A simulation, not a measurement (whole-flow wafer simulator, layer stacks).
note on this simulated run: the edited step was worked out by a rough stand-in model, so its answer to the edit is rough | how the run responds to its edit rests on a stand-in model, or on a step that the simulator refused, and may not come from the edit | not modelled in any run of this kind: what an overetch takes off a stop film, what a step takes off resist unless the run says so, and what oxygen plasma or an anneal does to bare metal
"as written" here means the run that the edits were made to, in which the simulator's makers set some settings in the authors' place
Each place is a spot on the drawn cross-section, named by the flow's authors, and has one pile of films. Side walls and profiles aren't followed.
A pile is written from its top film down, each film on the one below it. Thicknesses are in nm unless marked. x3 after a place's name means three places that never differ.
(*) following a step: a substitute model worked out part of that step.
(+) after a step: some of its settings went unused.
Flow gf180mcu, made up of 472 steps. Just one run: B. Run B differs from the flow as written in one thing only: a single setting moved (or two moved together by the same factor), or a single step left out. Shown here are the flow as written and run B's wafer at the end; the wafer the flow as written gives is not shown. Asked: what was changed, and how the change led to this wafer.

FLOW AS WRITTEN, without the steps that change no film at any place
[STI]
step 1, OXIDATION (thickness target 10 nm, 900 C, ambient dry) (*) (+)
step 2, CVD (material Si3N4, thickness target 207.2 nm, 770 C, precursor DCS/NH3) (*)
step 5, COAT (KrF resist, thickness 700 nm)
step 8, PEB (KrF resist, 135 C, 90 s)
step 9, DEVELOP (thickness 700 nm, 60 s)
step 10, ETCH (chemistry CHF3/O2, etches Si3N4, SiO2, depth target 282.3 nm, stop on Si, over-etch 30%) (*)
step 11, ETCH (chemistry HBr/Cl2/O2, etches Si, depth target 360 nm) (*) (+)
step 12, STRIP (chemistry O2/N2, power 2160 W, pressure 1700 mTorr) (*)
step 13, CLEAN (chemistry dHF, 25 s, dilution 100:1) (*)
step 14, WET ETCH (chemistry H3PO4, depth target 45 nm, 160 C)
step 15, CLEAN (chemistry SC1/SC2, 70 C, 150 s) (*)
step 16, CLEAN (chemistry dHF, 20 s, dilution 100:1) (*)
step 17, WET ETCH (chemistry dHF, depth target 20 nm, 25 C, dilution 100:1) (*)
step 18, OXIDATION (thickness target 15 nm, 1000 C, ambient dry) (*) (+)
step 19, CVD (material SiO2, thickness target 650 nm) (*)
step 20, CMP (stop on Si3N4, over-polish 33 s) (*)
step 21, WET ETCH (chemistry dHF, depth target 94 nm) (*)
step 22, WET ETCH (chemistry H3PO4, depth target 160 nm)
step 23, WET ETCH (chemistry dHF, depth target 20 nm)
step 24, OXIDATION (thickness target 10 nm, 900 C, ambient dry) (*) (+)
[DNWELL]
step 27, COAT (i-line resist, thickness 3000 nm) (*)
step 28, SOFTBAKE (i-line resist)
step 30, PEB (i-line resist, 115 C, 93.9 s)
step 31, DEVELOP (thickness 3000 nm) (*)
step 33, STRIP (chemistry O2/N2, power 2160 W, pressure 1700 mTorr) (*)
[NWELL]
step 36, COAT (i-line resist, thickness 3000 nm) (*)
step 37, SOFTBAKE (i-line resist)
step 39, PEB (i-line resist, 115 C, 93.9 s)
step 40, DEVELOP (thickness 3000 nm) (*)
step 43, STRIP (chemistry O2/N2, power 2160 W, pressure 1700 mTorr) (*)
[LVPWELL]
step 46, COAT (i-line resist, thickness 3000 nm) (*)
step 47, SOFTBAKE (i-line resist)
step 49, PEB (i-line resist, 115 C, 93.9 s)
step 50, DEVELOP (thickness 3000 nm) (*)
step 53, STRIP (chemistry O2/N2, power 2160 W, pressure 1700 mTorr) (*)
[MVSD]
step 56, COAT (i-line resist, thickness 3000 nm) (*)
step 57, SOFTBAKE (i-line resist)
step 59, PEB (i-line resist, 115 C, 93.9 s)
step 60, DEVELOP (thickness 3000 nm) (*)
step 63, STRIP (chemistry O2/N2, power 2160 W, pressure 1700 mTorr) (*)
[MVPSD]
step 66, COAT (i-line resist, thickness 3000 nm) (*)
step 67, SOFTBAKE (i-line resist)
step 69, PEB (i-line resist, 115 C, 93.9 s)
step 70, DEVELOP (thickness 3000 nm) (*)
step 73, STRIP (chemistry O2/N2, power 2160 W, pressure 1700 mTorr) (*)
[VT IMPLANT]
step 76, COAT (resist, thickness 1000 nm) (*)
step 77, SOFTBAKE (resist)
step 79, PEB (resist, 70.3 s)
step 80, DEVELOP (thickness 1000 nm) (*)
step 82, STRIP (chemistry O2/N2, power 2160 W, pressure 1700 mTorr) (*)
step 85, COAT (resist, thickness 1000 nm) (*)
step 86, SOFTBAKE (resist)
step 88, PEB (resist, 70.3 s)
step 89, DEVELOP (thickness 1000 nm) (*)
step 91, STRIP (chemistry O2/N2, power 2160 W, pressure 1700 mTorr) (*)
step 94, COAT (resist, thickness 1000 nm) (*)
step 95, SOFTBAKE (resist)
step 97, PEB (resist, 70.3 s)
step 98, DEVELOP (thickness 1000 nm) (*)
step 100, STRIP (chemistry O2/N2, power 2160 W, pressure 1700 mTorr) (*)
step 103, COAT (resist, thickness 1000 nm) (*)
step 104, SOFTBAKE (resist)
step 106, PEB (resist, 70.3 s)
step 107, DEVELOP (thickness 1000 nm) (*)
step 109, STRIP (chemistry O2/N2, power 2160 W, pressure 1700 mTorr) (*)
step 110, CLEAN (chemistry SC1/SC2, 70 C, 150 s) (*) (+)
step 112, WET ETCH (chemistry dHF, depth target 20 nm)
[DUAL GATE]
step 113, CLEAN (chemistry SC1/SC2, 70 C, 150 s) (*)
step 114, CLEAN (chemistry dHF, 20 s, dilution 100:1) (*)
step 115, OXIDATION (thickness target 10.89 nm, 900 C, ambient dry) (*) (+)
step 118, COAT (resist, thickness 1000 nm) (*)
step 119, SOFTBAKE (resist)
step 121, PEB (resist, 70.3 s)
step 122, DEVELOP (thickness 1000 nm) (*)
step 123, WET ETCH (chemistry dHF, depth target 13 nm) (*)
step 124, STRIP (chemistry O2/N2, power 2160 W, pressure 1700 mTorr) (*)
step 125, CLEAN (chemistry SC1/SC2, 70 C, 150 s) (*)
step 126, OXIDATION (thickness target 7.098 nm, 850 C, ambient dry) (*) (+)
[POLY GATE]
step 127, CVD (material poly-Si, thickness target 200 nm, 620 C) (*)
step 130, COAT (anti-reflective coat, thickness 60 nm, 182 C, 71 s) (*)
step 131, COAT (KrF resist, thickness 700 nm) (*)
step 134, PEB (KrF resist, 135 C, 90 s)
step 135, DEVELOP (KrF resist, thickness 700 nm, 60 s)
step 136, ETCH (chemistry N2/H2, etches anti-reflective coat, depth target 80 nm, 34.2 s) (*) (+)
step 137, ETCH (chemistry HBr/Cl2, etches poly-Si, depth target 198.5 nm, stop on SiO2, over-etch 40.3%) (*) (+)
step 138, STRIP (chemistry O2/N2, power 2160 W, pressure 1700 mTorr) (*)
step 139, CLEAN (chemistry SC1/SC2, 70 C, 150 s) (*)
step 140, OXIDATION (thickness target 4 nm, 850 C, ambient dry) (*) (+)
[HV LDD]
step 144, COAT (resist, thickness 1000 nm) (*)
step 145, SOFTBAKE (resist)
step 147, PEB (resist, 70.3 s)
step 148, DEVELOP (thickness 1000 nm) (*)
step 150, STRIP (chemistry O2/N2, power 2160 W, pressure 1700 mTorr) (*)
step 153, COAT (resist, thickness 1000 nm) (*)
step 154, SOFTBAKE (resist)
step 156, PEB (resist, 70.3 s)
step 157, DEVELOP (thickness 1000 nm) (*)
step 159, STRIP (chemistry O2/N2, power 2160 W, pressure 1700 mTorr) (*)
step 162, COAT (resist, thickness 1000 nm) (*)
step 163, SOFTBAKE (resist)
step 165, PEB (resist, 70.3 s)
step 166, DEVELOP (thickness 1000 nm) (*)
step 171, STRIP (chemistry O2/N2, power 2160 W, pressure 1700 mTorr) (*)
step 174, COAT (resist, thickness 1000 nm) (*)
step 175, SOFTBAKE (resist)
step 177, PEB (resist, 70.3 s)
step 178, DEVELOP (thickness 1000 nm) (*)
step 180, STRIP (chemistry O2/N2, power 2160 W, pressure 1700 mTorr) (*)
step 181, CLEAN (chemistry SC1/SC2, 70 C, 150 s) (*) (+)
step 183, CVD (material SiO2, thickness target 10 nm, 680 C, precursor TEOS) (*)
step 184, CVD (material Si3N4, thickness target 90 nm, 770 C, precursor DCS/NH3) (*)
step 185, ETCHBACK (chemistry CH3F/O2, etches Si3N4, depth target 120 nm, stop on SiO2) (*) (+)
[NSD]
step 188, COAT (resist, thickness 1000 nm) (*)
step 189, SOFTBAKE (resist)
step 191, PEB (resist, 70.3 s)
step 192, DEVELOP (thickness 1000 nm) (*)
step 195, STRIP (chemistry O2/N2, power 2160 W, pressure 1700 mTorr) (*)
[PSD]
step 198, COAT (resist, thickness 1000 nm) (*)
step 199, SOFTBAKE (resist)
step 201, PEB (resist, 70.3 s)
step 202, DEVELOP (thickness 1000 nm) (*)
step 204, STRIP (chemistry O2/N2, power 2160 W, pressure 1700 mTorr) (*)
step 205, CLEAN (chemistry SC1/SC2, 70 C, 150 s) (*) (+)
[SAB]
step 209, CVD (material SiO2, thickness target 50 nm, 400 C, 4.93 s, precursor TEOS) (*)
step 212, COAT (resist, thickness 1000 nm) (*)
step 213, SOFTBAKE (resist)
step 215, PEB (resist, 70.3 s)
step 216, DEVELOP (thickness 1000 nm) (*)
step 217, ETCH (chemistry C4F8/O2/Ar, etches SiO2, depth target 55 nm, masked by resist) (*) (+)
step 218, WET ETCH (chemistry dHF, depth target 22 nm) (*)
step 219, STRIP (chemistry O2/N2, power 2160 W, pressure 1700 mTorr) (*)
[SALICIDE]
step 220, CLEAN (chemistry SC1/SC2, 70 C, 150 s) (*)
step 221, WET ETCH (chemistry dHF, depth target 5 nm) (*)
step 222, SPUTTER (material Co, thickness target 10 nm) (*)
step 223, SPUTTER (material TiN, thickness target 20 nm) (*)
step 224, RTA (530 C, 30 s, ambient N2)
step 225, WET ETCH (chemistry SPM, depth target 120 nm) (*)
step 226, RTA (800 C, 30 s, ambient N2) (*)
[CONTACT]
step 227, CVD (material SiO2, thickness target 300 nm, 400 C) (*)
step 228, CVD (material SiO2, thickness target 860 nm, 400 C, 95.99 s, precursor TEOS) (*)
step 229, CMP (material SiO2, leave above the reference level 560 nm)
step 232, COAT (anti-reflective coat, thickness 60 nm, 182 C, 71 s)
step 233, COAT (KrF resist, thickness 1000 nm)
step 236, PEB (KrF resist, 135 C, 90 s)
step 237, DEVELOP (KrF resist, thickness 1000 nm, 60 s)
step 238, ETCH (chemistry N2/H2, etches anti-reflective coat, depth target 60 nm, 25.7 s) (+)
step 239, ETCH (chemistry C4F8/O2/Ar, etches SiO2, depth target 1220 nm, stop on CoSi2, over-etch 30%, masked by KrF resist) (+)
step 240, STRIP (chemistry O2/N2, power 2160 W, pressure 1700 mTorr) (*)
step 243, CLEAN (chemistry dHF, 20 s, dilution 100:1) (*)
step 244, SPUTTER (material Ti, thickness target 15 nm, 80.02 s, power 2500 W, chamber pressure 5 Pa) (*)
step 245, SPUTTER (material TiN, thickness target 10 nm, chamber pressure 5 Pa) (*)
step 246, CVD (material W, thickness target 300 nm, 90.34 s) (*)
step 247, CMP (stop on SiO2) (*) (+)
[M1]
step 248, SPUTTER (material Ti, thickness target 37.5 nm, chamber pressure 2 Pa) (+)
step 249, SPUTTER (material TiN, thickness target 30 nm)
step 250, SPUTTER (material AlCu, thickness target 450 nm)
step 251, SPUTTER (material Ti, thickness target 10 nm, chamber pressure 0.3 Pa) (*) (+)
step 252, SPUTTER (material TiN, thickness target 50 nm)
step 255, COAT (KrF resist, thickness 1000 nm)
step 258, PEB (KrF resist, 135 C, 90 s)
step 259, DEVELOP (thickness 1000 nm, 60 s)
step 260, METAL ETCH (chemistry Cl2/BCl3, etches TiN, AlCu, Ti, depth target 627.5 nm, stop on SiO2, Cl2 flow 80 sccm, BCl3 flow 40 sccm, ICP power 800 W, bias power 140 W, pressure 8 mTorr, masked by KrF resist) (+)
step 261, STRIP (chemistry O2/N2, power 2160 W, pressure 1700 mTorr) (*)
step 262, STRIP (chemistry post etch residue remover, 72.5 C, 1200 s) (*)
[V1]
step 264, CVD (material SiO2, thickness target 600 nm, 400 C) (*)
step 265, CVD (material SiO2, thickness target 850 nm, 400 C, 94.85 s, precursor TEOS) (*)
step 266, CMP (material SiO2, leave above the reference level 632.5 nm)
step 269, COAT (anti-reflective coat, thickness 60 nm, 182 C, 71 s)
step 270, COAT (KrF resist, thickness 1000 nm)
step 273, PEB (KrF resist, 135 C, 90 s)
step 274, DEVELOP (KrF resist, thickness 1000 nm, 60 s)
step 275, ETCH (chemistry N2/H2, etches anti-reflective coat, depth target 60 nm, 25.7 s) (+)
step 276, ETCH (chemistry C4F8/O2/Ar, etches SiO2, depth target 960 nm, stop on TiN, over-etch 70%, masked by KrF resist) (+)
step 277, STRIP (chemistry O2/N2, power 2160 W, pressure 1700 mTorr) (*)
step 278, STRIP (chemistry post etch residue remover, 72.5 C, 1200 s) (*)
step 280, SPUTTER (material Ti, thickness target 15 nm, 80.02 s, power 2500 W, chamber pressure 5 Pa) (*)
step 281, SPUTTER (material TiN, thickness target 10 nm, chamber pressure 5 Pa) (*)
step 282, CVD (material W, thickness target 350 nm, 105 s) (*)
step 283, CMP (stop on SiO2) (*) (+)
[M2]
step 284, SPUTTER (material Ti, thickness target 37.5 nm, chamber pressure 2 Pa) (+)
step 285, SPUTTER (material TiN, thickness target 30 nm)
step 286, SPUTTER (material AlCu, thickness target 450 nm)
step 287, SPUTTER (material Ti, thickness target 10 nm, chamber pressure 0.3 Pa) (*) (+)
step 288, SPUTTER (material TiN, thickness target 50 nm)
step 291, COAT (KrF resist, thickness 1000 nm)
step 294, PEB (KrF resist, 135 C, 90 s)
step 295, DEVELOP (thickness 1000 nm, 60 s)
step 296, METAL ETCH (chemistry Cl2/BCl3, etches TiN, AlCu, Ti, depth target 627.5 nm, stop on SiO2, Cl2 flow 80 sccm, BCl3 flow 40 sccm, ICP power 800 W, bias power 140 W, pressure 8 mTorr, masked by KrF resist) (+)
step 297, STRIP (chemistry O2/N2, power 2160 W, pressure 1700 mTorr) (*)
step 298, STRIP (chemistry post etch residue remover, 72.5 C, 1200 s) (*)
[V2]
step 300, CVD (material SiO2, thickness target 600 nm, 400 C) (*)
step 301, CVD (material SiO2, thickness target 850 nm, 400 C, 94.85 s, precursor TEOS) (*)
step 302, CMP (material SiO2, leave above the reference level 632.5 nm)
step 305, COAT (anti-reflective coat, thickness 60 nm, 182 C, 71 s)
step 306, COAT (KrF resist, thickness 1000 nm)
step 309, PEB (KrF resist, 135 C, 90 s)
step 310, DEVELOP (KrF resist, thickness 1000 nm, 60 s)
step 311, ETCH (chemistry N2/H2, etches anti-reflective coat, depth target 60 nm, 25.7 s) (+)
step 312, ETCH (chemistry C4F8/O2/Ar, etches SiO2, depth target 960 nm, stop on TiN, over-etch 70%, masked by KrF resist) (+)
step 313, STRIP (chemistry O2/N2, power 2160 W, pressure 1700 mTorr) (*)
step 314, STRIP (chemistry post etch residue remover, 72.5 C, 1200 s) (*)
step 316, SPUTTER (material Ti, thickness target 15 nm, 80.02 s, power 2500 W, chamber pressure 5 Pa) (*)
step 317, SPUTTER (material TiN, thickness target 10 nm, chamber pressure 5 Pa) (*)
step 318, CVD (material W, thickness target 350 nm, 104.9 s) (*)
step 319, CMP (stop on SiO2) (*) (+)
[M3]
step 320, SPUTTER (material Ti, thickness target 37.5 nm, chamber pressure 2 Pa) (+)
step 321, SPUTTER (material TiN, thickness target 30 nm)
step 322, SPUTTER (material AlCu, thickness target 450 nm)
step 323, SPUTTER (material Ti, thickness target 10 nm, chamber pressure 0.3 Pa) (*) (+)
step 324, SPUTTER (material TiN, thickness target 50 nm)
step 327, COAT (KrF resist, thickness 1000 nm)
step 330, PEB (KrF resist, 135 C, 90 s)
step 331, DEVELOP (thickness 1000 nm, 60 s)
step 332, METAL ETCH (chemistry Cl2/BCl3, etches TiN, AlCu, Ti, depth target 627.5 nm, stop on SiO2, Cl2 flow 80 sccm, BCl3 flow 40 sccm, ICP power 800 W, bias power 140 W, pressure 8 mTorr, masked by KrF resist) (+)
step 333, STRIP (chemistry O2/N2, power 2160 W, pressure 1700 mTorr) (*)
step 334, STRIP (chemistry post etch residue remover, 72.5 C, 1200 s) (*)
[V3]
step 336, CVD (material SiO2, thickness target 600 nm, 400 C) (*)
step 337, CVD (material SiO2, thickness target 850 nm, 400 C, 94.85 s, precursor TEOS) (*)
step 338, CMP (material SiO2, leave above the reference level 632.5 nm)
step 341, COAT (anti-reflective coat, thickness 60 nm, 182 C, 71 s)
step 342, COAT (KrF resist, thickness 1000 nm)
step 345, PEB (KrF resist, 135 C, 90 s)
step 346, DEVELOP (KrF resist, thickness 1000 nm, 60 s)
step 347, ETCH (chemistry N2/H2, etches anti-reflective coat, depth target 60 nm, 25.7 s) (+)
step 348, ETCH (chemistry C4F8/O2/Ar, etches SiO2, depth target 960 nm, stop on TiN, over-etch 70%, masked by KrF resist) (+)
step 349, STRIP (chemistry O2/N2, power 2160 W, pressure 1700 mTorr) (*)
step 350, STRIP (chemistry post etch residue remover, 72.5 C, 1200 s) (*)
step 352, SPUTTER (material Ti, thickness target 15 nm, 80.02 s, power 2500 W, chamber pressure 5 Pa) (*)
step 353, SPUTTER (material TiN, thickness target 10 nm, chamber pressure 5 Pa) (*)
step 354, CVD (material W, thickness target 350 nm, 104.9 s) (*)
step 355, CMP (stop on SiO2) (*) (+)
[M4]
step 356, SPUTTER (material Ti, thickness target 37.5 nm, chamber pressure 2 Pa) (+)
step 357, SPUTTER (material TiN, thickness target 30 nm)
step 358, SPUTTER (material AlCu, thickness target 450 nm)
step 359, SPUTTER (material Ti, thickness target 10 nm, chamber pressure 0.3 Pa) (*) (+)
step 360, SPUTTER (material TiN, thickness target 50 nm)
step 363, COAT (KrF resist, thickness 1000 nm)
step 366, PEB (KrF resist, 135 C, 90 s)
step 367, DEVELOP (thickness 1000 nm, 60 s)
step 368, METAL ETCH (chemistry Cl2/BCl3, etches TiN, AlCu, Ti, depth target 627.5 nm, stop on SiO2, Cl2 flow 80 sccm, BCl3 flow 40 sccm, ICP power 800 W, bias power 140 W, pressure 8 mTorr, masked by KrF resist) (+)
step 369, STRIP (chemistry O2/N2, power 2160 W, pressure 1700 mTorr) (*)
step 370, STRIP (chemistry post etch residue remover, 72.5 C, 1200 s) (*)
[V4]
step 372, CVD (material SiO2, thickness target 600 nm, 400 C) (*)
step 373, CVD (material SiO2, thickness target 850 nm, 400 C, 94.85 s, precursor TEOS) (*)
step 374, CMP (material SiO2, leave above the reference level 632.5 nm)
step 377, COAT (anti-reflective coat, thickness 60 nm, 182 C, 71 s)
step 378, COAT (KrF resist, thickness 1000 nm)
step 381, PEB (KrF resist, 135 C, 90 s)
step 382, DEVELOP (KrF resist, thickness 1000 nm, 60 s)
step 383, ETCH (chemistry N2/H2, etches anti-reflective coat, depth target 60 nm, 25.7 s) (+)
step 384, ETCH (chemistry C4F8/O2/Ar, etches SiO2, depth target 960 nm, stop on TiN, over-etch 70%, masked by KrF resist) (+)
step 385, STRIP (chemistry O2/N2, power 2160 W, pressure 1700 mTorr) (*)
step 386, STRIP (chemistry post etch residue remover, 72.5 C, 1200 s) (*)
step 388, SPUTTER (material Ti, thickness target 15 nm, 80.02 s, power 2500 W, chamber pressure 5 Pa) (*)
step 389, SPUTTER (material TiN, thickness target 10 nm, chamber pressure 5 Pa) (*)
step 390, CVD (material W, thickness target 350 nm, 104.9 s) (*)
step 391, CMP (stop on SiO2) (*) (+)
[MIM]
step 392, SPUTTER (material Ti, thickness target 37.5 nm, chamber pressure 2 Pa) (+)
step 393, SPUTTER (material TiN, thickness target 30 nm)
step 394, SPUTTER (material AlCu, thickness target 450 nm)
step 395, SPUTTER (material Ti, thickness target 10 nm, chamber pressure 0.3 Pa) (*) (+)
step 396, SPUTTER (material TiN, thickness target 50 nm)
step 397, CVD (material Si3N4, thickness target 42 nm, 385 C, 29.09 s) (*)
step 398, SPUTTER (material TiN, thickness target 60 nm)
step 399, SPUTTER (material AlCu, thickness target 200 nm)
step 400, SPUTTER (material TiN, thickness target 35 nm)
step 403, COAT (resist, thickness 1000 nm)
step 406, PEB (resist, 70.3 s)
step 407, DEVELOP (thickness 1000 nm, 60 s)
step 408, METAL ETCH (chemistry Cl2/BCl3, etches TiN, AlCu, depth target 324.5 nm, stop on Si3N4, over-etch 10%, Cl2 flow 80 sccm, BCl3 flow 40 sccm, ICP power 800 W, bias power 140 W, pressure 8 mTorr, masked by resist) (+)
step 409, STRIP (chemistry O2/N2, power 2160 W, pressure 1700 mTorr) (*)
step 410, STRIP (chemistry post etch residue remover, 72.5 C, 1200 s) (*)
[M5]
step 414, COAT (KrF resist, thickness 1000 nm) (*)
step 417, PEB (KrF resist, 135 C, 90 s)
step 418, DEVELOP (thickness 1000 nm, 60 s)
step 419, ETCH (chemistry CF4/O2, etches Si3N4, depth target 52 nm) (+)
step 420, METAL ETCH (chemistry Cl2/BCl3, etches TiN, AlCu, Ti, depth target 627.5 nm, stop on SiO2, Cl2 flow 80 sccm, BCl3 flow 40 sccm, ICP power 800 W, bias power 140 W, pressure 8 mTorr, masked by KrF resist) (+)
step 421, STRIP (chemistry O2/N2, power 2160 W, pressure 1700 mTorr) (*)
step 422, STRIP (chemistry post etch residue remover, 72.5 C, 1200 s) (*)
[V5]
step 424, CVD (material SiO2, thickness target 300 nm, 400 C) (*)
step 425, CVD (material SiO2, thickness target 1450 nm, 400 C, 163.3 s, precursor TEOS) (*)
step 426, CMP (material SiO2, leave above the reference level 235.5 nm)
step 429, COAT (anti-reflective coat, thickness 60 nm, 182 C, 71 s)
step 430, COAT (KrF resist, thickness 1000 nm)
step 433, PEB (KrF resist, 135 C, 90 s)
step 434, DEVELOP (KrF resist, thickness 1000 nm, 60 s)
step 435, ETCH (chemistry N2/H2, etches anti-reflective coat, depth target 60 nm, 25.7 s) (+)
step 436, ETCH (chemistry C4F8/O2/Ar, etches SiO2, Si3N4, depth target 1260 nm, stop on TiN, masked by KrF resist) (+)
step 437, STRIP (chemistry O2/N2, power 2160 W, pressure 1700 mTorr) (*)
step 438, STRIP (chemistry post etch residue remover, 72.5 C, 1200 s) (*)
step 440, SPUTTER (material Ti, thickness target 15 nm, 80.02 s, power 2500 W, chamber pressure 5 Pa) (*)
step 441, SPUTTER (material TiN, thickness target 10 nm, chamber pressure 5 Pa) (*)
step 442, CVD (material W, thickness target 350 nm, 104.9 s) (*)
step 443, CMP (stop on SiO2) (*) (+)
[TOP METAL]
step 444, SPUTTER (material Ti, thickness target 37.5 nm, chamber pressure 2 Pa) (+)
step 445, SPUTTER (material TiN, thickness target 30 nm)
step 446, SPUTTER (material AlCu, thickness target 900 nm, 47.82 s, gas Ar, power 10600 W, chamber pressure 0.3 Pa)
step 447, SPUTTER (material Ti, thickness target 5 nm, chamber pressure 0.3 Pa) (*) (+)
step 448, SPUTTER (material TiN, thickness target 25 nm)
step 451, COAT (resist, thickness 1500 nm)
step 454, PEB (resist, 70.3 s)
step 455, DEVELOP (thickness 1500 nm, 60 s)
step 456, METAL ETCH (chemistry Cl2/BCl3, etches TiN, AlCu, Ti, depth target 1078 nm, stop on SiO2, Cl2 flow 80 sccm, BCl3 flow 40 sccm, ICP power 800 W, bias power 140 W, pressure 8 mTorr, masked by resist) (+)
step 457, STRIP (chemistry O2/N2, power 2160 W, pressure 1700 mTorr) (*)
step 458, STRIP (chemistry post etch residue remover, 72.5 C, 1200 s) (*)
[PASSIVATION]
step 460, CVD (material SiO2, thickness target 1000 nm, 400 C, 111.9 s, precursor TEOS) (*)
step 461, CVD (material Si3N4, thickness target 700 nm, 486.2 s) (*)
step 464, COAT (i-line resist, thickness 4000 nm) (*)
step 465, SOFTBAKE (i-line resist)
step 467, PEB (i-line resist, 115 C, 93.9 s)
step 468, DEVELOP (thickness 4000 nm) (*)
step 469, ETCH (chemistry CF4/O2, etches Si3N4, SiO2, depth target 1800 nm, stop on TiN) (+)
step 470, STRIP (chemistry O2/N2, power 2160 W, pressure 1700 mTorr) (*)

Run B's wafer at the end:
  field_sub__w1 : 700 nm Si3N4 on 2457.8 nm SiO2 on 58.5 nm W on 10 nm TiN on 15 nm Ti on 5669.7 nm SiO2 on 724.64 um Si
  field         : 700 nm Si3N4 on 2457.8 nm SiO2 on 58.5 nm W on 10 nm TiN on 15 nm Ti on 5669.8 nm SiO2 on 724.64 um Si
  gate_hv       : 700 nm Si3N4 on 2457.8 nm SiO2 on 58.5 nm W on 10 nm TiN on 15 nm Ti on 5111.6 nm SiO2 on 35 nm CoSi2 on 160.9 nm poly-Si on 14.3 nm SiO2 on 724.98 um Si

Cause: step 373, CVD: thickness target 425 nm was run, whereas the flow has thickness target 850 nm; step 373, CVD: 47.43 s was run, where the flow has 94.85 s.

Step by step, how the change led to this:
  step 373, CVD (material SiO2, thickness target 850 nm, 400 C, 94.85 s, precursor TEOS) (*)
      field, field__w1, field__w2 and 108 more: +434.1 SiO2 (in the flow as written it would be: +850 SiO2)
  step 374, CMP (material SiO2, leave above the reference level 632.5 nm)
      field, field__w1, field__w2 and 103 more: nothing (in the flow as written it would be: -300 SiO2)
      field__w8, contact, m1, m1__w1, m1_nw: -461.1 SiO2 (in the flow as written it would be: -877.1 SiO2)
  step 377, COAT (anti-reflective coat, thickness 60 nm, 182 C, 71 s)
      nw_enc_fld_lv, nw_enc_fld_lv__w3: +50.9 anti-reflective coat (new film) (in the flow as written it would be: +60 anti-reflective coat (new film))
      field: +106.5 anti-reflective coat (new film) (in the flow as written it would be: +60 anti-reflective coat (new film))
      (as well as at 17 more places)
  step 378, COAT (KrF resist, thickness 1000 nm)
      field__w1: +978 KrF resist (new film) (in the flow as written it would be: +1000 KrF resist (new film))
      n_well: +969.1 KrF resist (new film) (in the flow as written it would be: +1000 KrF resist (new film))
      (as well as at 9 more places)
  step 381, PEB (KrF resist, 135 C, 90 s)
      polyc_n, polyc_n_rim: -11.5 KrF resist (in the flow as written it would be: -10.5 KrF resist)
      contact: -9.69 KrF resist (in the flow as written it would be: -10.5 KrF resist)
      (as well as at 2 more places)
  step 382, DEVELOP (KrF resist, thickness 1000 nm, 60 s)
      contact: -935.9 KrF resist (all of it) (in the flow as written it would be: -989.5 KrF resist (all of it))
  step 383, ETCH (chemistry N2/H2, etches anti-reflective coat, depth target 60 nm, 25.7 s) (+)
      contact: -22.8 anti-reflective coat (all of it), -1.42 SiO2 (in the flow as written it would be: -60 anti-reflective coat (all of it), -0.46 SiO2)
  step 385, STRIP (chemistry O2/N2, power 2160 W, pressure 1700 mTorr) (*)
      field: -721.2 KrF resist (all of it), -106.5 anti-reflective coat (all of it) (in the flow as written it would be: -739.2 KrF resist (all of it), -60 anti-reflective coat (all of it))
      field__w1: -717.5 KrF resist (all of it), -86.1 anti-reflective coat (all of it) (in the flow as written it would be: -739.2 KrF resist (all of it), -60 anti-reflective coat (all of it))
      (as well as at 17 more places)
  step 388, SPUTTER (material Ti, thickness target 15 nm, 80.02 s, power 2500 W, chamber pressure 5 Pa) (*)
      contact: +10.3 Ti (new film) (in the flow as written it would be: +9.65 Ti (new film))
  step 390, CVD (material W, thickness target 350 nm, 104.9 s) (*)
      contact: +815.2 W (new film) (in the flow as written it would be: +932.3 W (new film))
  step 391, CMP (stop on SiO2) (*) (+)
      field, field__w1, field__w2 and 103 more: -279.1 W (in the flow as written it would be: -350 W (all of it), -10 TiN (all of it), -15 Ti (all of it), -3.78 SiO2)
      field__w8, m1, m1__w1, m1_nw: -350 W (all of it), -10 TiN (all of it), -15 Ti (all of it), -20 SiO2 (in the flow as written it would be: -350 W (all of it), -10 TiN (all of it), -15 Ti (all of it), -3.78 SiO2)
      (as well as at 1 more place)
  step 420, METAL ETCH (chemistry Cl2/BCl3, etches TiN, AlCu, Ti, depth target 627.5 nm, stop on SiO2, Cl2 flow 80 sccm, BCl3 flow 40 sccm, ICP power 800 W, bias power 140 W, pressure 8 mTorr, masked by KrF resist) (+)
      field, field__w1, field__w2 and 101 more: -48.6 TiN (all of it), -10 Ti (all of it), -450 AlCu (all of it), -30 TiN (all of it), -37.5 Ti (all of it), -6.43 W (in the flow as written it would be: -48.6 TiN (all of it), -10 Ti (all of it), -450 AlCu (all of it), -30 TiN (all of it), -37.5 Ti (all of it))
  step 422, STRIP (chemistry post etch residue remover, 72.5 C, 1200 s) (*)
      field, field__w1, field__w2 and 101 more: -6.01 W (in the flow as written it would be: nothing)
  step 424, CVD (material SiO2, thickness target 300 nm, 400 C) (*)
      field, field__w1, field__w2 and 101 more: +300 SiO2 (new film) (in the flow as written it would be: +300 SiO2)
  step 426, CMP (material SiO2, leave above the reference level 235.5 nm)
      field, field__w1, field__w5 and 92 more: -288.4 SiO2 (in the flow as written it would be: -300.8 SiO2)
      field__w2, field__w3, field__w12 and 6 more: -259.7 SiO2 (in the flow as written it would be: -272.7 SiO2)
Taking metal films that touch as one body, field_sub__w1 has 1 body; the flow as written gives 0 bodies.
Taking metal films that touch as one body, field has 1 body; the flow as written gives 0 bodies.
Taking metal films that touch as one body, gate_hv has 2 bodies (between them, from the top down: SiO2 5111.6); the flow as written gives 1 body.
